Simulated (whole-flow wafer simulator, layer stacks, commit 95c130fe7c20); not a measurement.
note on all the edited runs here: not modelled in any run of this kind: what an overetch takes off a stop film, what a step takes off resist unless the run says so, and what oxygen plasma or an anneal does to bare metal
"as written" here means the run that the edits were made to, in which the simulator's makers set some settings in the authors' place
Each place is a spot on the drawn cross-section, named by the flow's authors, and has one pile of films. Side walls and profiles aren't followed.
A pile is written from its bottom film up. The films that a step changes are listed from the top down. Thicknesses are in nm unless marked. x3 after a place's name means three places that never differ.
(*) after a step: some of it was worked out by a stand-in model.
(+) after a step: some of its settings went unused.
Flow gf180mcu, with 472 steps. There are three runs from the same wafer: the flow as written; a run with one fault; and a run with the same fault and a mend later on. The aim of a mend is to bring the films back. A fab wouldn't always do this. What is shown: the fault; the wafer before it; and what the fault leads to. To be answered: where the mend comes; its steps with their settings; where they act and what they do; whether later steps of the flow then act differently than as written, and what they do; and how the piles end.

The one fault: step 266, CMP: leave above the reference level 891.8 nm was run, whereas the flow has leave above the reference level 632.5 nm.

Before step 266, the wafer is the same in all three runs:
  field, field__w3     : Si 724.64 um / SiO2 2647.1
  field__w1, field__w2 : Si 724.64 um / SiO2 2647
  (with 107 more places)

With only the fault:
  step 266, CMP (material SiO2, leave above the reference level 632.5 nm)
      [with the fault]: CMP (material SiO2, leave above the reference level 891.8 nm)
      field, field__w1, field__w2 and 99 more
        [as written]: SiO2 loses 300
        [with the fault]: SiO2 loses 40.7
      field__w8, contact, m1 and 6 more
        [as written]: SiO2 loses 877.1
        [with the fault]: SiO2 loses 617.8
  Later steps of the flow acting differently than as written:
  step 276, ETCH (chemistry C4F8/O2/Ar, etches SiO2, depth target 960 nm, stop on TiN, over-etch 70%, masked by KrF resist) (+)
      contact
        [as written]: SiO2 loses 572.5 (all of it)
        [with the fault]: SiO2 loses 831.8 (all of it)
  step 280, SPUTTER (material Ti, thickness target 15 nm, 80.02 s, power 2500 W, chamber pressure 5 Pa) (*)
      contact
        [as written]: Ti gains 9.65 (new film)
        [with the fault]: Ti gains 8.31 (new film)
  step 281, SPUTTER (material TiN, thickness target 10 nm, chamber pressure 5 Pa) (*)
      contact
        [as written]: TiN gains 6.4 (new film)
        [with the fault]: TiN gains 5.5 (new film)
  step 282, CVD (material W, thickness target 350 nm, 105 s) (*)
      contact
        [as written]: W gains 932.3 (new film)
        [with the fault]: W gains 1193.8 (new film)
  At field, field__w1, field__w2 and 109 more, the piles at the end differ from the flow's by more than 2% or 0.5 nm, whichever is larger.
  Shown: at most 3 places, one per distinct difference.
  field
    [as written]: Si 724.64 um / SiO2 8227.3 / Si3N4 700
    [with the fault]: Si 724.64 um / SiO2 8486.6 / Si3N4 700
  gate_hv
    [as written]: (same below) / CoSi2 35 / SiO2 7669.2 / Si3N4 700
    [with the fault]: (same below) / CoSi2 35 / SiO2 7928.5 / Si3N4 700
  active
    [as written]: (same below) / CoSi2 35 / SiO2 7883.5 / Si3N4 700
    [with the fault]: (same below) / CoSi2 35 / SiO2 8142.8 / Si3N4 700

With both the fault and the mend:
  The mend follows step 266.
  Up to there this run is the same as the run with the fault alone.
  step 266a, CMP (material SiO2, leave above the reference level 632.5 nm) (the flow's step 266 again)
      field, field__w1, field__w2 and 108 more
        SiO2 loses 259.3
  Later steps of the flow that are run all act as written at every place that is followed.
  The piles end the same as the flow's at every place that both follow.
